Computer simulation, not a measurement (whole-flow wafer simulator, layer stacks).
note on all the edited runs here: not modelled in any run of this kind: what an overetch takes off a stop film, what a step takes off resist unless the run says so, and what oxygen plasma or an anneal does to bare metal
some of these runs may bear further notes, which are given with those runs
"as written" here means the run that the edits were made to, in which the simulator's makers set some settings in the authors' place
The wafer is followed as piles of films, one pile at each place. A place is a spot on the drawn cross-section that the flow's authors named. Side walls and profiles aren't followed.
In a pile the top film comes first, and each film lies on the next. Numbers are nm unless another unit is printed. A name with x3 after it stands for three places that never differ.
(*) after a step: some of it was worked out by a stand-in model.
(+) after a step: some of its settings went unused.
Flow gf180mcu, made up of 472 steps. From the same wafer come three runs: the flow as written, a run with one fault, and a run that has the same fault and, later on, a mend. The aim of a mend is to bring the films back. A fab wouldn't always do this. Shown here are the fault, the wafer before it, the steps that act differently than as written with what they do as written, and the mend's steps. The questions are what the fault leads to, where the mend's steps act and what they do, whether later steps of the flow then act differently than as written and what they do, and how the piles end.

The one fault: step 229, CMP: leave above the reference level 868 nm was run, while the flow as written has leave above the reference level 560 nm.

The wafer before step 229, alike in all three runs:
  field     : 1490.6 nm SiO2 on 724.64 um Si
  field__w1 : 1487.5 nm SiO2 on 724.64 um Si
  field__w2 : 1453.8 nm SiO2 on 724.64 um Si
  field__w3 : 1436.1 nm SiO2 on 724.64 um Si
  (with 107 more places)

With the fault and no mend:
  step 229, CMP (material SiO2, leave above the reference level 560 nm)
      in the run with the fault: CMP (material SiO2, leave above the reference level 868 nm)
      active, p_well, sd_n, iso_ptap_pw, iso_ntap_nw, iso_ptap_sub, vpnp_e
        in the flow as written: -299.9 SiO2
        in the run with the fault: nothing
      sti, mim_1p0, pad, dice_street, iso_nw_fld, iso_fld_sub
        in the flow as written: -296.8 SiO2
        in the run with the fault: nothing
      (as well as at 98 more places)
  Later steps of the flow acting differently than as written (not shown: 5 more steps that differ only slightly, by at most 2% or 0.5 nm, whichever is larger):
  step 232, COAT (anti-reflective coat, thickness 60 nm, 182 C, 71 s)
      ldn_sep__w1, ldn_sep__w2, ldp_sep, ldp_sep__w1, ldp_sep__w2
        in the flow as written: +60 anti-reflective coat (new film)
        in the run with the fault: +58.5 anti-reflective coat (new film)
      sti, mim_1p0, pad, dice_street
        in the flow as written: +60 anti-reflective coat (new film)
        in the run with the fault: +50.8 anti-reflective coat (new film)
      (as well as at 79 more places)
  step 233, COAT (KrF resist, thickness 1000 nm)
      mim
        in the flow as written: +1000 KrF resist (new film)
        in the run with the fault: +1020.7 KrF resist (new film)
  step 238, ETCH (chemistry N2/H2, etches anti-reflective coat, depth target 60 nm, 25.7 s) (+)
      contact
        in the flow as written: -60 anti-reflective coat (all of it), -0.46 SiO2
        in the run with the fault: -67.7 anti-reflective coat (all of it), -0.26 SiO2
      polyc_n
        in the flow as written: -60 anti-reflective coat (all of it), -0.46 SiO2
        in the run with the fault: -46.7 anti-reflective coat (all of it), -0.8 SiO2
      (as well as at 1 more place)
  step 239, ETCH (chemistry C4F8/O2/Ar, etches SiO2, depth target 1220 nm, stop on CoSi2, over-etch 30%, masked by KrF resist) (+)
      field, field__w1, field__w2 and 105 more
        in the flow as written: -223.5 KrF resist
        in the run with the fault: -244 KrF resist
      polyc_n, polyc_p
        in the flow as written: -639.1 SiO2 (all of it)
        in the run with the fault: -946.7 SiO2 (all of it)
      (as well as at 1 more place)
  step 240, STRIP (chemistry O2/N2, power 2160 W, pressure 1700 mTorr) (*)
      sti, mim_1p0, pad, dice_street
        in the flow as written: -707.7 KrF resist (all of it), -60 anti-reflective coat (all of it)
        in the run with the fault: -692.5 KrF resist (all of it), -50.8 anti-reflective coat (all of it)
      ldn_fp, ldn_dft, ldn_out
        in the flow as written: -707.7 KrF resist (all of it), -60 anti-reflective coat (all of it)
        in the run with the fault: -686.7 KrF resist (all of it), -59.6 anti-reflective coat (all of it)
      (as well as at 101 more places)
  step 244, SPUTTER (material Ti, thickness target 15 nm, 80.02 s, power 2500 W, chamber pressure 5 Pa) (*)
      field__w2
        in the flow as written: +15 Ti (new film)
        in the run with the fault: +14.1 Ti (new film)
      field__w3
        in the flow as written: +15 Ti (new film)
        in the run with the fault: +14.2 Ti (new film)
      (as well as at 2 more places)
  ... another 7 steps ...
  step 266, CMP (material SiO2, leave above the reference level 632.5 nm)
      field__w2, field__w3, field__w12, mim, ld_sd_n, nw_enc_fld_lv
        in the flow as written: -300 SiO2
        in the run with the fault: -287.7 SiO2
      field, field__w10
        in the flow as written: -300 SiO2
        in the run with the fault: -285.1 SiO2
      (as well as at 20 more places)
  By the end, the piles at field, field__w1, field__w2 and 109 more depart from the flow's by more than 2% or 0.5 nm, whichever is larger.
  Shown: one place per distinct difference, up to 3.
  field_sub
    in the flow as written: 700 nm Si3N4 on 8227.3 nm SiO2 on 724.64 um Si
    in the run with the fault: 700 nm Si3N4 on 7041.5 nm SiO2 on 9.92 nm TiN on 15 nm Ti on 1465.9 nm SiO2 on 724.64 um Si
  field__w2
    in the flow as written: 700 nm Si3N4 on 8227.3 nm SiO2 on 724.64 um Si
    in the run with the fault: 700 nm Si3N4 on 7042.5 nm SiO2 on 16 nm W on 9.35 nm TiN on 14.1 nm Ti on 1450.4 nm SiO2 on 724.64 um Si
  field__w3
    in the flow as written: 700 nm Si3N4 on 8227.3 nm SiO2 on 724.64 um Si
    in the run with the fault: 700 nm Si3N4 on 7042.5 nm SiO2 on 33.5 nm W on 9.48 nm TiN on 14.2 nm Ti on 1432.6 nm SiO2 on 724.64 um Si

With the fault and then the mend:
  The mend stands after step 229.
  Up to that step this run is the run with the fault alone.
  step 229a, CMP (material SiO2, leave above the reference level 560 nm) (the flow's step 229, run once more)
      field__w5, field__w9, field__w13 and 53 more
        -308 SiO2
      active, p_well, sd_n, iso_ptap_pw, iso_ntap_nw, iso_ptap_sub, vpnp_e
        -299.9 SiO2
      sti, mim_1p0, pad, dice_street, iso_nw_fld, iso_fld_sub
        -296.8 SiO2
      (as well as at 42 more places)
  None of the later steps of the flow acts differently than as written at any place that is followed.
  By the end, the piles equal the flow's at every place that both follow.
